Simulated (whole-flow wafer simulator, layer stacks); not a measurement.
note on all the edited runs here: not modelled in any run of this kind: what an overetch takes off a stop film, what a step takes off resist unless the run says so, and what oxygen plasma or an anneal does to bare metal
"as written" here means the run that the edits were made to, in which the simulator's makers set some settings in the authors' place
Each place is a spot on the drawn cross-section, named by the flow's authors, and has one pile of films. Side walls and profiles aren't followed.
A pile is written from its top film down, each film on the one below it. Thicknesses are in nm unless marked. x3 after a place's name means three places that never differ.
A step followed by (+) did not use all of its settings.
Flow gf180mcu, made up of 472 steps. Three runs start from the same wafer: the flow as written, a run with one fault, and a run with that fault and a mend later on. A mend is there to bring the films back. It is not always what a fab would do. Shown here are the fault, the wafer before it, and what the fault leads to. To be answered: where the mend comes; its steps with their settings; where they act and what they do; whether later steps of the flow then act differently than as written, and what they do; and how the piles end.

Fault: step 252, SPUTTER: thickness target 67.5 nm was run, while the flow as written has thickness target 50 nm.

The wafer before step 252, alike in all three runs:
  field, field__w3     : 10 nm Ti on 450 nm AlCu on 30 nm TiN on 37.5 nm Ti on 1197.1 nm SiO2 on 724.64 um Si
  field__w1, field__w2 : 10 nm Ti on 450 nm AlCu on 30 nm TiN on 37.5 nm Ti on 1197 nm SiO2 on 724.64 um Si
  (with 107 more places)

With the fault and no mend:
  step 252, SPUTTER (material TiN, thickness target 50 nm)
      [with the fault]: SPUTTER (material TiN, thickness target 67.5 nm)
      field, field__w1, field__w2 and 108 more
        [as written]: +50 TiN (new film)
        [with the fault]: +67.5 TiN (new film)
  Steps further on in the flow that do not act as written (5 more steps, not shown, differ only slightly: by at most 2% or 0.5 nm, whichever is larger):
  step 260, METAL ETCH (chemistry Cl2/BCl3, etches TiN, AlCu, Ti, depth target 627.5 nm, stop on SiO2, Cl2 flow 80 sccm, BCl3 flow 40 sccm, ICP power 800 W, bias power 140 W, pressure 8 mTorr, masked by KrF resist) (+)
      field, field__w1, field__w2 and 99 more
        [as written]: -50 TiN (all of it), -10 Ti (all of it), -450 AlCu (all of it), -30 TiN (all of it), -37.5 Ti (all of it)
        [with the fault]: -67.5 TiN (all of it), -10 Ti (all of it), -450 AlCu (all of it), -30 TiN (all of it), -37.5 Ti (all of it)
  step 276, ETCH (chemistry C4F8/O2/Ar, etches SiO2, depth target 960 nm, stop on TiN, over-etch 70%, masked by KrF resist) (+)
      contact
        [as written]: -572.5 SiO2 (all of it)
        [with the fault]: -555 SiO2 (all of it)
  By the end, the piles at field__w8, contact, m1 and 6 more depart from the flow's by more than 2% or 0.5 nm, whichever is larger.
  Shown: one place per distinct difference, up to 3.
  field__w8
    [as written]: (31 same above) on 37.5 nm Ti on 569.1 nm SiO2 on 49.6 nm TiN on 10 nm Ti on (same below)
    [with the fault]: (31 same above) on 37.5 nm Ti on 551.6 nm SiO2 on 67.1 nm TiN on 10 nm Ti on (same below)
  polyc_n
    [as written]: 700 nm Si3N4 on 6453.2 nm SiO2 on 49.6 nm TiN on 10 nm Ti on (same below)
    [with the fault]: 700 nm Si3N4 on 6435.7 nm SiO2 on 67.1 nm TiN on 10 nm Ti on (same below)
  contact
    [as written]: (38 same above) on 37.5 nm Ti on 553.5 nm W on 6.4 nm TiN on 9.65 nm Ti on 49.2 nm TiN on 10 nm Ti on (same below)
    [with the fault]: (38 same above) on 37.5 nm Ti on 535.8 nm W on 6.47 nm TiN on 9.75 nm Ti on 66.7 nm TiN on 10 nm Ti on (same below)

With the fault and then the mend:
  After step 259 comes the mend.
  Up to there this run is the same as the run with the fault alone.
  step 260, METAL ETCH (chemistry Cl2/BCl3, etches TiN, AlCu, Ti, depth target 645 nm, stop on SiO2, Cl2 flow 80 sccm, BCl3 flow 40 sccm, ICP power 800 W, bias power 140 W, pressure 8 mTorr, masked by KrF resist) (+) (the flow's step 260; as written it has depth target 627.5 nm)
      field, field__w1, field__w2 and 99 more
        -67.5 TiN (all of it), -10 Ti (all of it), -450 AlCu (all of it), -30 TiN (all of it), -37.5 Ti (all of it)
      field__w8, contact, m1 and 6 more
        -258 KrF resist
  Steps further on in the flow that do not act as written (6 more steps, not shown, differ only slightly: by at most 2% or 0.5 nm, whichever is larger):
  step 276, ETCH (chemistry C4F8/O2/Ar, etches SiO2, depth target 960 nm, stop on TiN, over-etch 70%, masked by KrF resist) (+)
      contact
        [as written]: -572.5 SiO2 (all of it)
        [with the mend]: -555 SiO2 (all of it)
  By the end, the piles at field__w8, contact, m1 and 6 more depart from the flow's by more than 2% or 0.5 nm, whichever is larger.
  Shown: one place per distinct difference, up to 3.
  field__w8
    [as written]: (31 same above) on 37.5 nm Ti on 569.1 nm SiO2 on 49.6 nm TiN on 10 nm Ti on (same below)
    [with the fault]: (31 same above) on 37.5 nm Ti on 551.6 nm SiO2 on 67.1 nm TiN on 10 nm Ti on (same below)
    [with the mend]: (31 same above) on 37.5 nm Ti on 551.6 nm SiO2 on 67.1 nm TiN on 10 nm Ti on (same below)
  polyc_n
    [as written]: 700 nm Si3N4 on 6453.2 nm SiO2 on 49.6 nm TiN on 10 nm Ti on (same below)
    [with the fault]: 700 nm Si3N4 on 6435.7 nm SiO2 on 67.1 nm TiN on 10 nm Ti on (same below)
    [with the mend]: 700 nm Si3N4 on 6435.7 nm SiO2 on 67.1 nm TiN on 10 nm Ti on (same below)
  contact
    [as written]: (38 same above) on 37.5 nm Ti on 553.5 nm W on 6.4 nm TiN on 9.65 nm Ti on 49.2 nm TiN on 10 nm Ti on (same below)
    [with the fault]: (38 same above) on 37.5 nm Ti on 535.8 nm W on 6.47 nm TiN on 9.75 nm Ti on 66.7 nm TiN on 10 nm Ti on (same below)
    [with the mend]: (38 same above) on 37.5 nm Ti on 535.8 nm W on 6.47 nm TiN on 9.75 nm Ti on 66.7 nm TiN on 10 nm Ti on (same below)
